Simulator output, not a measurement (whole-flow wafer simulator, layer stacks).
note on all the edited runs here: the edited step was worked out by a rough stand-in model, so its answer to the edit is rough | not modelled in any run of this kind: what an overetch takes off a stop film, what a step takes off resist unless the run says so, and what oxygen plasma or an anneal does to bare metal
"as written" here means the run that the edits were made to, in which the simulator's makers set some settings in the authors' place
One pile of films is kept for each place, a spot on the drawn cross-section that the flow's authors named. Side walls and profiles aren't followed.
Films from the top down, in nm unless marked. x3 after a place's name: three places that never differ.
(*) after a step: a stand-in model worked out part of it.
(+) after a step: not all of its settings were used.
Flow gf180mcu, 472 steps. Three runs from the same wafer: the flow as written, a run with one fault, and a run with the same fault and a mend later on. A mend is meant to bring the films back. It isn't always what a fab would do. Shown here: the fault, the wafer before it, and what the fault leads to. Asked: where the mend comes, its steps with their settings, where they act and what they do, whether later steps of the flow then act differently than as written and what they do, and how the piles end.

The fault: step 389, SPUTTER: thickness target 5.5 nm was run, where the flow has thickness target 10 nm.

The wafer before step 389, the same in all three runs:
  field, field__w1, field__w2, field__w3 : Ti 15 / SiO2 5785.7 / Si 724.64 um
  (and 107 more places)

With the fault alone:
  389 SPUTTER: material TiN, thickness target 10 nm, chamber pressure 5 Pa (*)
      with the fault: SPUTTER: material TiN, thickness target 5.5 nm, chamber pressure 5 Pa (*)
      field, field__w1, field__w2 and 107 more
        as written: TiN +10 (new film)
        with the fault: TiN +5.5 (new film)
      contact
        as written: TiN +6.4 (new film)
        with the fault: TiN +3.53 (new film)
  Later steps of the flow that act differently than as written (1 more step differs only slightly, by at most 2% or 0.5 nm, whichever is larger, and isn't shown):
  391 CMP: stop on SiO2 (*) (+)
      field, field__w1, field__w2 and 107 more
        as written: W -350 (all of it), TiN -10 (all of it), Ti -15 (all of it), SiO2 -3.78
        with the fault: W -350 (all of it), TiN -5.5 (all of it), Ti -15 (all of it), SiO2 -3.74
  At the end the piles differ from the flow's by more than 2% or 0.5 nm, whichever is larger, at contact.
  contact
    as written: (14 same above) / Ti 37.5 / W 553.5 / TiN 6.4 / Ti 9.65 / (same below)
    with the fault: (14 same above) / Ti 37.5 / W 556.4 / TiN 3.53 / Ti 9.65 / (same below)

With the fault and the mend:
  The mend comes after step 389.
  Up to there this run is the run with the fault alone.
  389a SPUTTER: material TiN, thickness target 4.5 nm, chamber pressure 5 Pa (*) (the flow's step 389 once more, with other settings)
      field, field__w1, field__w2 and 107 more
        TiN +4.5
      contact
        TiN +2.88
  No later step of the flow acts differently than as written at any place that is followed.
  At the end the piles are the same as the flow's at every place that both follow.
